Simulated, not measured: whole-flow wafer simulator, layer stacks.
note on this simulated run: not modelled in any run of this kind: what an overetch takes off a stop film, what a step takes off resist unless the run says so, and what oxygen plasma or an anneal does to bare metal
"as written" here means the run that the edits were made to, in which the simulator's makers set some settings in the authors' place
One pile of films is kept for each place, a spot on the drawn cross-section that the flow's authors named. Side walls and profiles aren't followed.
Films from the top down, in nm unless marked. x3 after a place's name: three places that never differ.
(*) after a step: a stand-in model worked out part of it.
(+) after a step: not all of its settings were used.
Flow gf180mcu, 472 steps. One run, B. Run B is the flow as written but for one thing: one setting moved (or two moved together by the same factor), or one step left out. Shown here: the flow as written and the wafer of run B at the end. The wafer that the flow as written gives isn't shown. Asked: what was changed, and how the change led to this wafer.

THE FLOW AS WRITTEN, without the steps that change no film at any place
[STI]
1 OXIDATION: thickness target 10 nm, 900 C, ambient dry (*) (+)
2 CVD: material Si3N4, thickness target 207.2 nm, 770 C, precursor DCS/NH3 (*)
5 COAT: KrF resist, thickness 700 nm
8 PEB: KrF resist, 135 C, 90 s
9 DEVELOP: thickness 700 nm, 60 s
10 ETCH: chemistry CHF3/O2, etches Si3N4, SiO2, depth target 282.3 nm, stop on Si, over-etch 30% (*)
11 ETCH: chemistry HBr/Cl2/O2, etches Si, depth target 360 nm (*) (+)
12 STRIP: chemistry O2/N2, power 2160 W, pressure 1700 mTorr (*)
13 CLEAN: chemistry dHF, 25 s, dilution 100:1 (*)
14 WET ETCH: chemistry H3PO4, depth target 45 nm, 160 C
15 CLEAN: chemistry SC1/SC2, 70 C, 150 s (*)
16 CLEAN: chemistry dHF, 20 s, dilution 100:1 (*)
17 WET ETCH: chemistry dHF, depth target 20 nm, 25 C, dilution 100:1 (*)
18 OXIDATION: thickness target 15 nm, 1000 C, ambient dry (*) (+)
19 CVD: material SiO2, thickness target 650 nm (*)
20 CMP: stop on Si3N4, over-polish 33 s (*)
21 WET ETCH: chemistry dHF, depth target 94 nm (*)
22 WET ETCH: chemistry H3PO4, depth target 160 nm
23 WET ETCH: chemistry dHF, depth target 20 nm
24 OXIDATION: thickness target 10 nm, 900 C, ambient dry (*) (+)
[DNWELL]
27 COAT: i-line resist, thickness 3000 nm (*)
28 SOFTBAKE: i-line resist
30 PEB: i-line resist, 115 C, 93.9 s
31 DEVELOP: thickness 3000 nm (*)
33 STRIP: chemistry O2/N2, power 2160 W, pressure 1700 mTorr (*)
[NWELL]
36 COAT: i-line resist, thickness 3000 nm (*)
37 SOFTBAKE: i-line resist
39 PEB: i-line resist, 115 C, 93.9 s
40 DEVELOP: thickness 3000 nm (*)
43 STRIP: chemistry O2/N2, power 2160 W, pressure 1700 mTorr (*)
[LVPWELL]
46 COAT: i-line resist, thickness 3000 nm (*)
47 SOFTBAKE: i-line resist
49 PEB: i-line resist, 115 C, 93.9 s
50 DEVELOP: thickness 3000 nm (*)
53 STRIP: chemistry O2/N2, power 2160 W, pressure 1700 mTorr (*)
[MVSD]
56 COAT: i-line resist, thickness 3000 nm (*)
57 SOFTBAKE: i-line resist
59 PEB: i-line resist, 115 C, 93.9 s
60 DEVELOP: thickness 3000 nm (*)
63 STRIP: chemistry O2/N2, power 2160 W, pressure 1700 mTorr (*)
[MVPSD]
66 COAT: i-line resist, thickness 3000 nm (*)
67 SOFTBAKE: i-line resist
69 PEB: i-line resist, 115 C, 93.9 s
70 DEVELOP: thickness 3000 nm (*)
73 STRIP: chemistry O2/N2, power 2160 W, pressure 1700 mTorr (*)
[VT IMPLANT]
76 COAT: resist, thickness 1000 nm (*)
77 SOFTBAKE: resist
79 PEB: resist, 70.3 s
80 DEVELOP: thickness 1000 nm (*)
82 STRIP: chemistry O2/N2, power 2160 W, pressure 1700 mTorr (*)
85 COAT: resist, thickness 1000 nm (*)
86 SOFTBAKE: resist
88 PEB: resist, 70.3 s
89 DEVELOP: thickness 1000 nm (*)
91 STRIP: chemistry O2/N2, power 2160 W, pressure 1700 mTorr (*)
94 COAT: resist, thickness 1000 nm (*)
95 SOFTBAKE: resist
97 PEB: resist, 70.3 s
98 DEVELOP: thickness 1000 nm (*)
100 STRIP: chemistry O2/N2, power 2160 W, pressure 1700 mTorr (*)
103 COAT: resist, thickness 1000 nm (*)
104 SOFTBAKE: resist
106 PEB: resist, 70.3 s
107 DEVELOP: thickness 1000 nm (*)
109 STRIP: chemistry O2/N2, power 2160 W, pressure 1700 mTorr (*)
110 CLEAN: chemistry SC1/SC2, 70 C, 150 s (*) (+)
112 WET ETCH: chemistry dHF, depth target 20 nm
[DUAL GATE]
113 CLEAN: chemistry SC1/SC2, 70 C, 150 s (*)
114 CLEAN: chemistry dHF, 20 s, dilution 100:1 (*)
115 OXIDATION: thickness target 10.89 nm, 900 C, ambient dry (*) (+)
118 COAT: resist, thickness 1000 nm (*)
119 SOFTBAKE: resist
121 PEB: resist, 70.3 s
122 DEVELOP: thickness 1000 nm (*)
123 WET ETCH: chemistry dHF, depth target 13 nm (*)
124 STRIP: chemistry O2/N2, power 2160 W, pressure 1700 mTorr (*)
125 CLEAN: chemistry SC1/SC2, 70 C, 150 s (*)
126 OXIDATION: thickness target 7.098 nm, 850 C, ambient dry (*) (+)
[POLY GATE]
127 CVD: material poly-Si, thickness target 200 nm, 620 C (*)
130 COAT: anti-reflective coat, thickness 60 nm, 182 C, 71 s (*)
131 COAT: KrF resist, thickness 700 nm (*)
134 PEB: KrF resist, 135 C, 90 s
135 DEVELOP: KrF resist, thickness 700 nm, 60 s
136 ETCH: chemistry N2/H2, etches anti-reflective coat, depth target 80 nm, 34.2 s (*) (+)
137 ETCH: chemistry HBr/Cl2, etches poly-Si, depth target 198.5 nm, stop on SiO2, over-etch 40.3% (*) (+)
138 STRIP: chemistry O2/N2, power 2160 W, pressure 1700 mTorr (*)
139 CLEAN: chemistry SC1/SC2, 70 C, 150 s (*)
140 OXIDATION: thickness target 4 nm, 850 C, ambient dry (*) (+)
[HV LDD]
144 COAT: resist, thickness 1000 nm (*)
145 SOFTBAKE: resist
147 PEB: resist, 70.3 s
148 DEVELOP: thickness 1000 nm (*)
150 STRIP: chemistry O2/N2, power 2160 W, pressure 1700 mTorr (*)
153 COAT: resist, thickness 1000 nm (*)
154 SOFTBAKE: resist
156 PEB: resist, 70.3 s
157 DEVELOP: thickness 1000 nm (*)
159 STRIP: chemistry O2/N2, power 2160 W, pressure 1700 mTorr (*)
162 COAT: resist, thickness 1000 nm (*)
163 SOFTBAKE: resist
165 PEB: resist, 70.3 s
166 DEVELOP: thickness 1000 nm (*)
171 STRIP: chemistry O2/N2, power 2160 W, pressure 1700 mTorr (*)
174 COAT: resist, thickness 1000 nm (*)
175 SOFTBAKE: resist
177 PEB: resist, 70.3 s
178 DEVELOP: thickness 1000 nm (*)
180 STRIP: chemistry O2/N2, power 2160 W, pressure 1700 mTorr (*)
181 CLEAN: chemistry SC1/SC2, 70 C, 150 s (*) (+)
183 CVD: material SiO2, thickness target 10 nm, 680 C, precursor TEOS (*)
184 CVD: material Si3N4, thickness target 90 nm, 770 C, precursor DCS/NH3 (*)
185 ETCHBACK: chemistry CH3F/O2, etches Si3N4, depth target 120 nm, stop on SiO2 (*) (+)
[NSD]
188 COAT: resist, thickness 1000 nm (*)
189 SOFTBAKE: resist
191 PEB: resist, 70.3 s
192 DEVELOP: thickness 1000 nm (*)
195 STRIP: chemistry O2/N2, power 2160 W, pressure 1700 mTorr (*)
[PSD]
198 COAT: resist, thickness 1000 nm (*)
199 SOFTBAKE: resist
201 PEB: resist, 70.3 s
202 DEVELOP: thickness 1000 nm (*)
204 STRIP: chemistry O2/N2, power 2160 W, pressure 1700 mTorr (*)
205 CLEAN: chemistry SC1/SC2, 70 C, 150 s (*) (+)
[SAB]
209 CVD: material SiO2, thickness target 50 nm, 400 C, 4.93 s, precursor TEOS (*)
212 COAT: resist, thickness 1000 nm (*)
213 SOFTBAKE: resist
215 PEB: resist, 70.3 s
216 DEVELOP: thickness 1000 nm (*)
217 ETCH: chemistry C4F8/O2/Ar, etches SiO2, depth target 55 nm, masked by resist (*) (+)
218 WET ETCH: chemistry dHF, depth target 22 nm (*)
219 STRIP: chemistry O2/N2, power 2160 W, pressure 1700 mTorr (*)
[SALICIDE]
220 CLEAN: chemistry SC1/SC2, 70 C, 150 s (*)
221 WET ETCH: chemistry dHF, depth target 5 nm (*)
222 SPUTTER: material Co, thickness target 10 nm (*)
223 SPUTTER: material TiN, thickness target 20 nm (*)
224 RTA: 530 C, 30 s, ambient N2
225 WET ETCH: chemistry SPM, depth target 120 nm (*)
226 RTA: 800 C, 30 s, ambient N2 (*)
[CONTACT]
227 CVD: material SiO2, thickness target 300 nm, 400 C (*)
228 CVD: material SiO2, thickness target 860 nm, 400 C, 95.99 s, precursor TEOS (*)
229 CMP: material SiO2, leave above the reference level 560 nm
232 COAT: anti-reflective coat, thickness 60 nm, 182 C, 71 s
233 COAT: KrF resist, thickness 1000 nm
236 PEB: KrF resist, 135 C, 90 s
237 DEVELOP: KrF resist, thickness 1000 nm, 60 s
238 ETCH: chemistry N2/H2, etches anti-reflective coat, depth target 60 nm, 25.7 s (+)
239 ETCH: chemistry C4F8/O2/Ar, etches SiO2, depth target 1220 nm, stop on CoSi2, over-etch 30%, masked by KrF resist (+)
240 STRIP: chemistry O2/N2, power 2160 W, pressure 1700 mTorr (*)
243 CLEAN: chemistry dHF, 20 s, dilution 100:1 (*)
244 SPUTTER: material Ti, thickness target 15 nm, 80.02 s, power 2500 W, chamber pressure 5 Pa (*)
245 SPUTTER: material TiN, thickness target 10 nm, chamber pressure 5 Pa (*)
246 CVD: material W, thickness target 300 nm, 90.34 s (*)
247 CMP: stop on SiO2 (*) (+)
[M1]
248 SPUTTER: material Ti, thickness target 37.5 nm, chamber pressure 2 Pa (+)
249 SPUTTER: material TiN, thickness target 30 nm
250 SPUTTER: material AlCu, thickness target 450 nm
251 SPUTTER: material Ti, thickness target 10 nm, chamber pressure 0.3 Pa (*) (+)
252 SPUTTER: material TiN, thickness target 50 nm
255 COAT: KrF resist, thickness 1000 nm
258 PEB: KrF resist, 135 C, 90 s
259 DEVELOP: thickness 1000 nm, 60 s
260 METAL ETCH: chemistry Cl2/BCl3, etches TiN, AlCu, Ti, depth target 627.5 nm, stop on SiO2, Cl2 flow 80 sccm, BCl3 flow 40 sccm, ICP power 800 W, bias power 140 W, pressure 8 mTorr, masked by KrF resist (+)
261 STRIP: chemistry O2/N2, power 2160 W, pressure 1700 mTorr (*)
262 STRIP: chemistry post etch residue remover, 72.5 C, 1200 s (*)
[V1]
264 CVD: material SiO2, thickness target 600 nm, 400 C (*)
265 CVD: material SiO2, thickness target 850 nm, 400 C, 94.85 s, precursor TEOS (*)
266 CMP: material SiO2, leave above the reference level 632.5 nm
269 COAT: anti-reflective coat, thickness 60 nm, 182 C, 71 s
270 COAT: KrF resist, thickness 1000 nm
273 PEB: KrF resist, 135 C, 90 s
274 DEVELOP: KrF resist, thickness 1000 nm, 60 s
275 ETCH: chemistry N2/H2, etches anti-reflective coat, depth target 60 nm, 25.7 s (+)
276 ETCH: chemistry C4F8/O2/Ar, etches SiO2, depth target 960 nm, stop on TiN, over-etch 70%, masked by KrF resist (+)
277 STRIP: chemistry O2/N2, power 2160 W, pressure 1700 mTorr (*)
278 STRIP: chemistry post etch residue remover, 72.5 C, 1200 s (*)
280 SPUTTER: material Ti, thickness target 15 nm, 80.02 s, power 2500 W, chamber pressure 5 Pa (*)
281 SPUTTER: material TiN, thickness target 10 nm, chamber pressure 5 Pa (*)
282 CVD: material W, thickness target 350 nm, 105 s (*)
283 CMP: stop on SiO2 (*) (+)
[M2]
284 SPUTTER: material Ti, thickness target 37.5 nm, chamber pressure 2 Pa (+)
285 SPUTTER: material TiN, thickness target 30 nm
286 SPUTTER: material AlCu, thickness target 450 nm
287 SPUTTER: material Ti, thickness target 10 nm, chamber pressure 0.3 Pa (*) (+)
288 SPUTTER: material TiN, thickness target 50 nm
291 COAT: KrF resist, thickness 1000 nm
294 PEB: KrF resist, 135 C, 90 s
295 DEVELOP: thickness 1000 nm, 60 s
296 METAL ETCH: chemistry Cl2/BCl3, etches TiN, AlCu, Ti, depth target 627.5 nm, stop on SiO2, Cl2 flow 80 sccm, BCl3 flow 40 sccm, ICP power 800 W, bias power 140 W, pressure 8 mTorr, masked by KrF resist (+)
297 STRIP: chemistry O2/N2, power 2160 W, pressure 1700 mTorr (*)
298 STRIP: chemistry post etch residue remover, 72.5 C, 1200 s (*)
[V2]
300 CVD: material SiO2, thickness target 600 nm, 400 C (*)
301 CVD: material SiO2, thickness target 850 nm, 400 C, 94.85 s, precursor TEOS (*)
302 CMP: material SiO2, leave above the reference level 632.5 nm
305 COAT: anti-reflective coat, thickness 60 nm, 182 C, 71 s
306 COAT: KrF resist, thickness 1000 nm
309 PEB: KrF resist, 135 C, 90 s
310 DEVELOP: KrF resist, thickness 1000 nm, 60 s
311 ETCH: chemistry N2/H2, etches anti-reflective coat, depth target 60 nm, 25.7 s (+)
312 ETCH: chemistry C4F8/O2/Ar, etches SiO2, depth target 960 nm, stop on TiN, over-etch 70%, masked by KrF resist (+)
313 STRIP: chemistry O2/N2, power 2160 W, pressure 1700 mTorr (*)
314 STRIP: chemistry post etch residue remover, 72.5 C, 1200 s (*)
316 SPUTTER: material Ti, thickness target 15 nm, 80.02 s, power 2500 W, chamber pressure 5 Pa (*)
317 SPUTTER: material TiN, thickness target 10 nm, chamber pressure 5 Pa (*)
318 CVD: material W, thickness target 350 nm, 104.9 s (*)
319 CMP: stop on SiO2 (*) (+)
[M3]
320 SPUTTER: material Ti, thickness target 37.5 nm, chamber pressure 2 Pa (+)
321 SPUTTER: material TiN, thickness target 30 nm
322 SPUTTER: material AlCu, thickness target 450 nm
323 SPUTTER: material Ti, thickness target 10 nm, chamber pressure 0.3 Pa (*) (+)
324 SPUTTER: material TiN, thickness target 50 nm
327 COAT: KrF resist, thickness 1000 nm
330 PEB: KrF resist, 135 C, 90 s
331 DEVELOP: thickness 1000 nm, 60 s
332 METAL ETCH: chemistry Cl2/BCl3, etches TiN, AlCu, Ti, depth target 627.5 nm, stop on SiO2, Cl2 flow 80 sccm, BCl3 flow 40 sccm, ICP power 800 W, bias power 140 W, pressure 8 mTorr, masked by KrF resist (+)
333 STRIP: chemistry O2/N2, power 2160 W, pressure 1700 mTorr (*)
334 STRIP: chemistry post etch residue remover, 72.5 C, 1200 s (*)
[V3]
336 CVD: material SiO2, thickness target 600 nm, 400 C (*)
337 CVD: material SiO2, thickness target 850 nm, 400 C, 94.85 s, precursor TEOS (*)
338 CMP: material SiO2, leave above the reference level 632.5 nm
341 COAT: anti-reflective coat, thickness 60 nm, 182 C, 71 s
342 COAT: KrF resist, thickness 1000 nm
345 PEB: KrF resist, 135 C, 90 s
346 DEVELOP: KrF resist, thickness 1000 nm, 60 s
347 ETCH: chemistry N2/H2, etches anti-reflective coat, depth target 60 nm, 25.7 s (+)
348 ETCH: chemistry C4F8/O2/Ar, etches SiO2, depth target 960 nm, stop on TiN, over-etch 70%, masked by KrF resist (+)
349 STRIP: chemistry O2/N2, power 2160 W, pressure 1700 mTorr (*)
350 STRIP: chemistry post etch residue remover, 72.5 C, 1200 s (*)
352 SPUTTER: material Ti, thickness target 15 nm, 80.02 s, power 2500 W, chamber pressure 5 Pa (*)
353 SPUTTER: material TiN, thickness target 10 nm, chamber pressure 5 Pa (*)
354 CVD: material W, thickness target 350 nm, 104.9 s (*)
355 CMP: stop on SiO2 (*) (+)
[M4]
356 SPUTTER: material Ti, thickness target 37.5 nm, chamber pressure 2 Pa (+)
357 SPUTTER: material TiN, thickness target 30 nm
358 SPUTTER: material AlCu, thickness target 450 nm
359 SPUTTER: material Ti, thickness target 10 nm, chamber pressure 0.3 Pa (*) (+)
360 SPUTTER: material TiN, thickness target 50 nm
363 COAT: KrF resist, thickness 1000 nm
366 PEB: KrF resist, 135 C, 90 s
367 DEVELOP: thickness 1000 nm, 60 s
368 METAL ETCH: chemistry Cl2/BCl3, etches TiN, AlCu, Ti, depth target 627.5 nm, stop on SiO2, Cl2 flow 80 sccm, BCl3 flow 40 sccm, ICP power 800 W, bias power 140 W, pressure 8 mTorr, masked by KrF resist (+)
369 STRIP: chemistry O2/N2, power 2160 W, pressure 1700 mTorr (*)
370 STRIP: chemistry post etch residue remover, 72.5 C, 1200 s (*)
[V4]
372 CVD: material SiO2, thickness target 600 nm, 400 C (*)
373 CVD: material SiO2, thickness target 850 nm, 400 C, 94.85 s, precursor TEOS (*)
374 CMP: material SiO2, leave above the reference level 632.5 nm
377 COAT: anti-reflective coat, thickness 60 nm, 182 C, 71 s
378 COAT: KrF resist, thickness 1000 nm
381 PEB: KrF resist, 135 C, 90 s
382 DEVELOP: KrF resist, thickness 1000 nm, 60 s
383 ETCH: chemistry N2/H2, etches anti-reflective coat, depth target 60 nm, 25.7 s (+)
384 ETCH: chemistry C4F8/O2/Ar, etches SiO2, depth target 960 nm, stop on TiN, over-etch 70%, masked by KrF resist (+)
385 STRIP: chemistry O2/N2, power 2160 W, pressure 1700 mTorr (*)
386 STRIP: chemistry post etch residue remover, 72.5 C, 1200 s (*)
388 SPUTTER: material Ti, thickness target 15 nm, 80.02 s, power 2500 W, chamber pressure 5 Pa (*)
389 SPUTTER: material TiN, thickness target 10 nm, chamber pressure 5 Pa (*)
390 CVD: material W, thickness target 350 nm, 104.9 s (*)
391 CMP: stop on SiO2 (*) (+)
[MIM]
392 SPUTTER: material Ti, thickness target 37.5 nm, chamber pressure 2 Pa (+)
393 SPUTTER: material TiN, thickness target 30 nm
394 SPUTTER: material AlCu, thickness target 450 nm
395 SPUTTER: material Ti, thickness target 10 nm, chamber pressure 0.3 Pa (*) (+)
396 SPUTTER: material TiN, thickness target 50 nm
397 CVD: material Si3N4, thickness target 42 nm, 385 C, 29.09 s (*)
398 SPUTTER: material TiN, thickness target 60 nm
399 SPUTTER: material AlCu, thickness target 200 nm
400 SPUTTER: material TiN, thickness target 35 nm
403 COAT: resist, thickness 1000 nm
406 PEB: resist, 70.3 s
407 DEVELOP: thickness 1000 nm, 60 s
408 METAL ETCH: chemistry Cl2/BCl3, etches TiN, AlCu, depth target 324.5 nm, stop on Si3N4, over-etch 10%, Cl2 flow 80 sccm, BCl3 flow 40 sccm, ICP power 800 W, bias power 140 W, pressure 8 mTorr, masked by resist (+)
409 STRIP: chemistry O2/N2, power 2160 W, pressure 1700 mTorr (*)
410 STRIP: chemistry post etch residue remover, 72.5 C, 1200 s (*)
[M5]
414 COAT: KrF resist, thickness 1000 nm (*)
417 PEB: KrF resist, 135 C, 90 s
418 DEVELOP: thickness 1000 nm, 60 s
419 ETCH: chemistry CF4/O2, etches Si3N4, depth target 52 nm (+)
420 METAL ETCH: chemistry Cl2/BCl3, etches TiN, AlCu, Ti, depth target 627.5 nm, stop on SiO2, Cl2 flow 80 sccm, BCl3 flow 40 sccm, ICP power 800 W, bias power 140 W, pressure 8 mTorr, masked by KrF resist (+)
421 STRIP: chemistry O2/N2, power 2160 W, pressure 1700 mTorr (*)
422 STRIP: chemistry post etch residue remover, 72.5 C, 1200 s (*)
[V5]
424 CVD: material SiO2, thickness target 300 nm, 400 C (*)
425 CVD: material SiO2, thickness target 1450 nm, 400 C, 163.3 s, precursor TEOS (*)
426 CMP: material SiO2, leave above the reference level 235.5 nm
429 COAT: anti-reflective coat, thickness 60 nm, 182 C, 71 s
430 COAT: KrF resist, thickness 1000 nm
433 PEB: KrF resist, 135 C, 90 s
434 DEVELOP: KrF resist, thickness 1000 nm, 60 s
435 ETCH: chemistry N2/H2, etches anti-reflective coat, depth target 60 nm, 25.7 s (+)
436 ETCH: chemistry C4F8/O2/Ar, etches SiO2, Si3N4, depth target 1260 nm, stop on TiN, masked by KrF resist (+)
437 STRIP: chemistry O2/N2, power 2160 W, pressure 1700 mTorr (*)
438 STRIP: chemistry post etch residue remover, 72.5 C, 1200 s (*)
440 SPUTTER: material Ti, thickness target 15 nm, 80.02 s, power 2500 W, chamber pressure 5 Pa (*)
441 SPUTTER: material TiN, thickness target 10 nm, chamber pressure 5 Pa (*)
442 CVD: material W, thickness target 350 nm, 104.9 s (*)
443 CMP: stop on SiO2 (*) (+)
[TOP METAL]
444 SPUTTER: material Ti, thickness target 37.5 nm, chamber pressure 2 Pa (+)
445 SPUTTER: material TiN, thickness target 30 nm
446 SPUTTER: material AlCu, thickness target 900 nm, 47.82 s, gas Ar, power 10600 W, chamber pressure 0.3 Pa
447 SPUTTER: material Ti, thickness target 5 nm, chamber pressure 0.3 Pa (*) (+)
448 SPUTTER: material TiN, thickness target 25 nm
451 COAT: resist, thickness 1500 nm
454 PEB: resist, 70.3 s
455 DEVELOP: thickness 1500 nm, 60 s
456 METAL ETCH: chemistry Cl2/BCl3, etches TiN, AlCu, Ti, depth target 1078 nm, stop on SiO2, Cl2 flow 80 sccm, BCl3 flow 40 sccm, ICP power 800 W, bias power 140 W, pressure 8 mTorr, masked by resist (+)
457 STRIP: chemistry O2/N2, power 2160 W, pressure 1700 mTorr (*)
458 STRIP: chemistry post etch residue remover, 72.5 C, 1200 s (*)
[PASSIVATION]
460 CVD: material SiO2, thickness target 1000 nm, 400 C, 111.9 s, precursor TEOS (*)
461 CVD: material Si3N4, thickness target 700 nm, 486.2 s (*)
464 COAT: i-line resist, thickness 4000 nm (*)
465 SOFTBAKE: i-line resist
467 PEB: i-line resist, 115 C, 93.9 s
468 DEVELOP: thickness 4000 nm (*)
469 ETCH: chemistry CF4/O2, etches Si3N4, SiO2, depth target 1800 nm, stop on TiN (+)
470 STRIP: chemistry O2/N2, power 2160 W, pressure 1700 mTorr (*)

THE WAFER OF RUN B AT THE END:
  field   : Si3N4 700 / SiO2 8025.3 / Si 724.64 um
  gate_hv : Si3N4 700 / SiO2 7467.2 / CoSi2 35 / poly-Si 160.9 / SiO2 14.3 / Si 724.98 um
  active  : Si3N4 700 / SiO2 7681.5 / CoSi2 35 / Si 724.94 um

The cause: step 286, SPUTTER: thickness target 248 nm was run, where the flow has thickness target 450 nm.

How the change led to this, step by step:
  286 SPUTTER: material AlCu, thickness target 450 nm
      field, field__w1, field__w2 and 108 more: AlCu +248 (new film) (as written it would be: AlCu +450 (new film))
  296 METAL ETCH: chemistry Cl2/BCl3, etches TiN, AlCu, Ti, depth target 627.5 nm, stop on SiO2, Cl2 flow 80 sccm, BCl3 flow 40 sccm, ICP power 800 W, bias power 140 W, pressure 8 mTorr, masked by KrF resist (+)
      field, field__w1, field__w2 and 103 more: TiN -50 (all of it), Ti -10 (all of it), AlCu -248 (all of it), TiN -30 (all of it), Ti -37.5 (all of it) (as written it would be: TiN -50 (all of it), Ti -10 (all of it), AlCu -450 (all of it), TiN -30 (all of it), Ti -37.5 (all of it))
      field__w8, contact, m1, m1__w1, m1_nw: KrF resist -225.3 (as written it would be: KrF resist -251)
  297 STRIP: chemistry O2/N2, power 2160 W, pressure 1700 mTorr (*)
      field__w8, contact, m1, m1__w1, m1_nw: KrF resist -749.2 (all of it) (as written it would be: KrF resist -723.5 (all of it))
  302 CMP: material SiO2, leave above the reference level 632.5 nm
      field, field__w1, field__w2 and 103 more: SiO2 -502 (as written it would be: SiO2 -300)
